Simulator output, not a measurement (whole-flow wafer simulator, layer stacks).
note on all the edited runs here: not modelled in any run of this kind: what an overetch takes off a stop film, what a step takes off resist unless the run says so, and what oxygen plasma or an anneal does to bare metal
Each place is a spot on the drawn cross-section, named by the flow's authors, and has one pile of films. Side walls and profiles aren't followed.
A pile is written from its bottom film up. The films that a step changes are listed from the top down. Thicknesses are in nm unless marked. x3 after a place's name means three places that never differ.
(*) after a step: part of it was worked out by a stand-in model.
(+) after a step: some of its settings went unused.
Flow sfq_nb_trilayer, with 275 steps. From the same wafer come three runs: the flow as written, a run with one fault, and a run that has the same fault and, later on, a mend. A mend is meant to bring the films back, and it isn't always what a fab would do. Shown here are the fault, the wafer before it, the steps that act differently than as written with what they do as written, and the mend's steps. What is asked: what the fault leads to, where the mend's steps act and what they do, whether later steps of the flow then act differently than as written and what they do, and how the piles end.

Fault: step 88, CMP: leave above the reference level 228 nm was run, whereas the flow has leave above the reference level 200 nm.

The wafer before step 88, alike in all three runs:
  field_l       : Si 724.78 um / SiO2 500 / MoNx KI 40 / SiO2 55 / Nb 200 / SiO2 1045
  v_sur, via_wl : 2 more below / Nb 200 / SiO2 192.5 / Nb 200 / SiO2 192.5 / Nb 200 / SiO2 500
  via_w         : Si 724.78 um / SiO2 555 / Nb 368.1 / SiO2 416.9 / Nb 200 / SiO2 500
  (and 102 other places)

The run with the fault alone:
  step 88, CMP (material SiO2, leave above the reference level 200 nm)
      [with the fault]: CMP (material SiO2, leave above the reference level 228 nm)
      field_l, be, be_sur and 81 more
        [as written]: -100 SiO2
        [with the fault]: -72 SiO2
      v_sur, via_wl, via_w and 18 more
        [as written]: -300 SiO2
        [with the fault]: -272 SiO2
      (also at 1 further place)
  Steps later in the flow that act otherwise than as written (3 more steps, not shown, differ only slightly: by at most 2% or 0.5 nm, whichever is larger):
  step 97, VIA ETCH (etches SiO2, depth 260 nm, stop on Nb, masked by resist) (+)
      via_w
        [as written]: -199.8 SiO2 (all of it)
        [with the fault]: -227.8 SiO2 (all of it)
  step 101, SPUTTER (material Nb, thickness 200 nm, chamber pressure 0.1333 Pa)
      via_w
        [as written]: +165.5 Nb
        [with the fault]: +159.5 Nb
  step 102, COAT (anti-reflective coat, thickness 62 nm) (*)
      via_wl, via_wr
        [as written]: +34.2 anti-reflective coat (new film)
        [with the fault]: +33.4 anti-reflective coat (new film)
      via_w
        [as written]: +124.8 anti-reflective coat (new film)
        [with the fault]: +130.8 anti-reflective coat (new film)
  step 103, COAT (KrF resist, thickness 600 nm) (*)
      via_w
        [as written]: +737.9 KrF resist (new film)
        [with the fault]: +761.2 KrF resist (new film)
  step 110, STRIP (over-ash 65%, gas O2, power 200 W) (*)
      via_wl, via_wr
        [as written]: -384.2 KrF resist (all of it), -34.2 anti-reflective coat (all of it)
        [with the fault]: -381.4 KrF resist (all of it), -33.4 anti-reflective coat (all of it)
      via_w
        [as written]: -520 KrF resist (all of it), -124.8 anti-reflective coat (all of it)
        [with the fault]: -543.2 KrF resist (all of it), -130.8 anti-reflective coat (all of it)
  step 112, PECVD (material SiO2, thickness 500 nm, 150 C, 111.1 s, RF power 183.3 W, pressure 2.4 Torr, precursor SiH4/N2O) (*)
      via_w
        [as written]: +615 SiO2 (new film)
        [with the fault]: +649 SiO2 (new film)
  By the end, the piles at v_sur, via_wl, via_w and 36 more depart from the flow's by more than 2% or 0.5 nm, whichever is larger.
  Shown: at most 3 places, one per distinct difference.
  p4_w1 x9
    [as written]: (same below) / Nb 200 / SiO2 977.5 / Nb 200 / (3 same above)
    [with the fault]: (same below) / Nb 200 / SiO2 1005.5 / Nb 200 / (3 same above)
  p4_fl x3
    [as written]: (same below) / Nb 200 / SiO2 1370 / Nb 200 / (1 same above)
    [with the fault]: (same below) / Nb 200 / SiO2 1398 / Nb 200 / (1 same above)
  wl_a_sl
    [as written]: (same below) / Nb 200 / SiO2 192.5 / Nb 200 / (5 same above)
    [with the fault]: (same below) / Nb 200 / SiO2 220.5 / Nb 200 / (5 same above)

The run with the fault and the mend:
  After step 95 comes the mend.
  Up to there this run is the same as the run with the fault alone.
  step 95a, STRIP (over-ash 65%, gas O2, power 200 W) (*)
      field_l, v_sur, via_wl and 102 more
        -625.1 KrF resist (all of it), -62 anti-reflective coat (all of it)
      via_w
        -62 anti-reflective coat (all of it)
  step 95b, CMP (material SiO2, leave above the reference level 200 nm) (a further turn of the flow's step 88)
      field_l, v_sur, via_wl and 103 more
        -28 SiO2
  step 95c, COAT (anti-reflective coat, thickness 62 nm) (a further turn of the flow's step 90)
      field_l, v_sur, via_wl and 103 more
        +62 anti-reflective coat (new film)
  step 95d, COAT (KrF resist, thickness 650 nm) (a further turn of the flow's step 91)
      field_l, v_sur, via_wl and 103 more
        +650 KrF resist (new film)
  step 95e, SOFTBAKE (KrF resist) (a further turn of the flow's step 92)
      does not change any film at any place that is followed
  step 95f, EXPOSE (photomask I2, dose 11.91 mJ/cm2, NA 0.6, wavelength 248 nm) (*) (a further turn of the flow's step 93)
      does not change any film at any place that is followed
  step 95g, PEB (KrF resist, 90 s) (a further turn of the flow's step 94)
      field_l, v_sur, via_wl and 103 more
        -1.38 KrF resist
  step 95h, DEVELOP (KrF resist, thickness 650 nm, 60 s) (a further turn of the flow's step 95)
      field_l, v_sur, via_wl and 102 more
        -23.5 KrF resist
      via_w
        -648.6 KrF resist (all of it)
  Later steps of the flow that are run all act as written at every place that is followed.
  By the end, the piles equal the flow's at every place that both follow.
